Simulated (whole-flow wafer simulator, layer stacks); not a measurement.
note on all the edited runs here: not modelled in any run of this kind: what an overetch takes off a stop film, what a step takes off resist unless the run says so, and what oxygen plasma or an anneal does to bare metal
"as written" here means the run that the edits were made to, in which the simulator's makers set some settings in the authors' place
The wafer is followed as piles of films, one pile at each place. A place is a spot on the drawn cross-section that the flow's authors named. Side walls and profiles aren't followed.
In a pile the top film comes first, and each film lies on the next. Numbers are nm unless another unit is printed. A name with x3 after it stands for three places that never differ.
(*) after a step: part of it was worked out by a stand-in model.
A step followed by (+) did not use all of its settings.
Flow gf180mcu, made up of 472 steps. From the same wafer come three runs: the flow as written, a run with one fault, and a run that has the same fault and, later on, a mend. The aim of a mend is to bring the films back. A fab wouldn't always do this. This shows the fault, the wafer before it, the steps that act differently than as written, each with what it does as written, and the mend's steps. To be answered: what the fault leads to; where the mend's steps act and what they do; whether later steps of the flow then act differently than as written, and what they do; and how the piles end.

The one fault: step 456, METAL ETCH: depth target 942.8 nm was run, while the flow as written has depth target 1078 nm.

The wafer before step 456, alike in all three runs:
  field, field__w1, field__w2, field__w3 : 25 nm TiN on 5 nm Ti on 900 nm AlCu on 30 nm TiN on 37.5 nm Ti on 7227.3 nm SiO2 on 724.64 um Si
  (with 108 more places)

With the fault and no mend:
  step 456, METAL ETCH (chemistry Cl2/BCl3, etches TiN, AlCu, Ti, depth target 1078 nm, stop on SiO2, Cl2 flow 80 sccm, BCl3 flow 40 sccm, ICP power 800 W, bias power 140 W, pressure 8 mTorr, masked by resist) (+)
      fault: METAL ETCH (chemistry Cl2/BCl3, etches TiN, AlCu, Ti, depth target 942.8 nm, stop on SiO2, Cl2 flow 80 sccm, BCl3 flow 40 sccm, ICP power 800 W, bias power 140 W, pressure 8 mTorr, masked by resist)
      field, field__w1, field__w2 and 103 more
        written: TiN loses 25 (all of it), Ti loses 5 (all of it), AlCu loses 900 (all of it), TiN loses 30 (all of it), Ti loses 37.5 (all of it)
        fault: TiN loses 25 (all of it), Ti loses 5 (all of it), AlCu loses 900 (all of it), TiN loses 12.8
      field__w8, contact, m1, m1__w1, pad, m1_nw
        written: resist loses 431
        fault: resist loses 377.1
  Steps later in the flow that act otherwise than as written (3 other steps are not shown; they differ only slightly, by no more than 2% or 0.5 nm, whichever is larger):
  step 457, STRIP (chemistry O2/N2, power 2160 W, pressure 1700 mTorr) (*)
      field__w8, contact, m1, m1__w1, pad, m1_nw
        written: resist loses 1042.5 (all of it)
        fault: resist loses 1096.3 (all of it)
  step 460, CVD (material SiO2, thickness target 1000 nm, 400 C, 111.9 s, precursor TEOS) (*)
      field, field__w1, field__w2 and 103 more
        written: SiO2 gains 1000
        fault: SiO2 gains 1000 (new film)
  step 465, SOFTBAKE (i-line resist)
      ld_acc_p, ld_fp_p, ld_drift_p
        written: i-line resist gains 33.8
        fault: i-line resist gains 31.2
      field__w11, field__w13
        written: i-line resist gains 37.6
        fault: i-line resist gains 34.7
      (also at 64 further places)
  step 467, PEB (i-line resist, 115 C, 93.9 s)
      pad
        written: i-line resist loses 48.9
        fault: i-line resist loses 49.9
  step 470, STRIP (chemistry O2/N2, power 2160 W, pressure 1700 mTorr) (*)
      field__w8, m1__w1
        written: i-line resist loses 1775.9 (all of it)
        fault: i-line resist loses 1827.9 (all of it)
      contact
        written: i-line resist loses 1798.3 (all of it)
        fault: i-line resist loses 1848.5 (all of it)
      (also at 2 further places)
  The piles end different from the flow's at field, field__w1, field__w2 and 103 more by more than 2% or 0.5 nm, whichever is larger.
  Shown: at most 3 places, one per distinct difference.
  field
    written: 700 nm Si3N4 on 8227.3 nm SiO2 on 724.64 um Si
    fault: 700 nm Si3N4 on 1000 nm SiO2 on 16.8 nm TiN on 37.5 nm Ti on 7227.3 nm SiO2 on 724.64 um Si
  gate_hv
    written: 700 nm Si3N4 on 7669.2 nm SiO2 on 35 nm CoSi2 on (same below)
    fault: 700 nm Si3N4 on 1000 nm SiO2 on 16.8 nm TiN on 37.5 nm Ti on 6669.2 nm SiO2 on 35 nm CoSi2 on (same below)
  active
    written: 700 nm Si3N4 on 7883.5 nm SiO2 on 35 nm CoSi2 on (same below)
    fault: 700 nm Si3N4 on 1000 nm SiO2 on 16.8 nm TiN on 37.5 nm Ti on 6883.5 nm SiO2 on 35 nm CoSi2 on (same below)

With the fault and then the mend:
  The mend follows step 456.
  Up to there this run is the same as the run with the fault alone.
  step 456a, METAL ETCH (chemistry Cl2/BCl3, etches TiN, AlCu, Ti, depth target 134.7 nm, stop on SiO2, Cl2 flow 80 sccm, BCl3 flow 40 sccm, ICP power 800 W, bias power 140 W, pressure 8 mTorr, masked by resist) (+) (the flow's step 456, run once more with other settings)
      field, field__w1, field__w2 and 103 more
        TiN loses 17.2 (all of it), Ti loses 37.5 (all of it)
      field__w8, contact, m1, m1__w1, pad, m1_nw
        resist loses 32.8
  None of the later steps of the flow differs from how it acts as written, at any place that is followed, by more than 2% or 0.5 nm, whichever is larger.
  The piles end the same as the flow's at every place that both follow.
